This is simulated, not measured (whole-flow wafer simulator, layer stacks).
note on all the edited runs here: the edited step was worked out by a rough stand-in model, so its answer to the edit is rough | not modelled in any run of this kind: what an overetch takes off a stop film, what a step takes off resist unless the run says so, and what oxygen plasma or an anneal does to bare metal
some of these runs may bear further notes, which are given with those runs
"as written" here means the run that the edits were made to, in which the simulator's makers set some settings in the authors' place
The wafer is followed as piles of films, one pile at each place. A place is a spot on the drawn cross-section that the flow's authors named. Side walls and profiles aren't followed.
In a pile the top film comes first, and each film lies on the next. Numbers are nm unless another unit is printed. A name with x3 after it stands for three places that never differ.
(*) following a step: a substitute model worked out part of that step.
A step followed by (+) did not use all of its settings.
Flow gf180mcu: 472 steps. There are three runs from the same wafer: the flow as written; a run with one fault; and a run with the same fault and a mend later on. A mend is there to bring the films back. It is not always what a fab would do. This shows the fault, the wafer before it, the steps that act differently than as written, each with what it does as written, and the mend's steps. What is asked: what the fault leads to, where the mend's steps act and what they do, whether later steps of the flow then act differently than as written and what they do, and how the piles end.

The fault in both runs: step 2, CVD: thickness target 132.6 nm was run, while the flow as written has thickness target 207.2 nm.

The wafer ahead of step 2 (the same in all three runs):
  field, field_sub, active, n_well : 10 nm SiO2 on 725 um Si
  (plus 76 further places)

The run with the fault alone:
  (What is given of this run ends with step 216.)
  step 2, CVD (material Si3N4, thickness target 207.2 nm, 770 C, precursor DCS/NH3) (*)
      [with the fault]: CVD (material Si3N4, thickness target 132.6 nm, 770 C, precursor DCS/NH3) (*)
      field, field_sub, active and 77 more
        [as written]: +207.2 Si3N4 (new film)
        [with the fault]: +132.6 Si3N4 (new film)
  Steps later in the flow that act otherwise than as written (11 more steps, not shown, differ only slightly: by at most 2% or 0.5 nm, whichever is larger):
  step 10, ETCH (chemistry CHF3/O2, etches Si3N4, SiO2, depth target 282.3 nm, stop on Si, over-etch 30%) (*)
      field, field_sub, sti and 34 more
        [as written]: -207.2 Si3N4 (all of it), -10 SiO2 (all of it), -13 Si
        [with the fault]: -132.6 Si3N4 (all of it), -10 SiO2 (all of it), -27.9 Si
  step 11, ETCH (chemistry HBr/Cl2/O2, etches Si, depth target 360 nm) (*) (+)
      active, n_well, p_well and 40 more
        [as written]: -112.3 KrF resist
        [with the fault]: -107.4 KrF resist
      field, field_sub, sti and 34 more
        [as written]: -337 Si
        [with the fault]: -322.1 Si
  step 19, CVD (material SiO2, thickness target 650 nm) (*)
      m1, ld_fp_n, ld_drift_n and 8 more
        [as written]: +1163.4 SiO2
        [with the fault]: +1088.8 SiO2
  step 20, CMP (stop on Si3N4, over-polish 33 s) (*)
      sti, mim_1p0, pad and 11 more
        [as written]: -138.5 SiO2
        [with the fault]: -213 SiO2
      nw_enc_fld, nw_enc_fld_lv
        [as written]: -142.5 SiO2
        [with the fault]: -217.1 SiO2
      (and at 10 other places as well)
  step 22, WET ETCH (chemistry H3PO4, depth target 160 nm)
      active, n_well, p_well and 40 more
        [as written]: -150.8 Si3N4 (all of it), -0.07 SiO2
        [with the fault]: -76.2 Si3N4 (all of it), -0.66 SiO2
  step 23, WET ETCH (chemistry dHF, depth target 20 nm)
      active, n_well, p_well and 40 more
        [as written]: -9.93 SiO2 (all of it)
        [with the fault]: -9.34 SiO2 (all of it)
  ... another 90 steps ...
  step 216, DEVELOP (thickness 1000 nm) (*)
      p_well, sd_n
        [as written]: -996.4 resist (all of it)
        [with the fault]: -923.7 resist (all of it)
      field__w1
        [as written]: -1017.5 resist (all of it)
        [with the fault]: -1052.9 resist (all of it)
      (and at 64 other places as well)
  After step 216, at field, field__w1, field__w2 and 68 more, the piles differ from the flow's by more than 2% or 0.5 nm, whichever is larger.
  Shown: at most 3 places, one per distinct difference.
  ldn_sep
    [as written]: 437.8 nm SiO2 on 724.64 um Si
    [with the fault]: 363.8 nm SiO2 on 724.64 um Si
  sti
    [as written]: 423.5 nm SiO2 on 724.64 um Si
    [with the fault]: 349.5 nm SiO2 on 724.64 um Si
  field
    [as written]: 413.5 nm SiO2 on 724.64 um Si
    [with the fault]: 339.5 nm SiO2 on 724.63 um Si

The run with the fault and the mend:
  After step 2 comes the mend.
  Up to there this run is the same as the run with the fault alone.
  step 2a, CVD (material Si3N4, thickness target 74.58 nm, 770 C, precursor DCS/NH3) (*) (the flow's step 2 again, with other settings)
      field, field_sub, active and 77 more
        +74.6 Si3N4
  None of the later steps of the flow acts differently than as written at any place that is followed.
  By the end, the piles equal the flow's at every place that both follow.
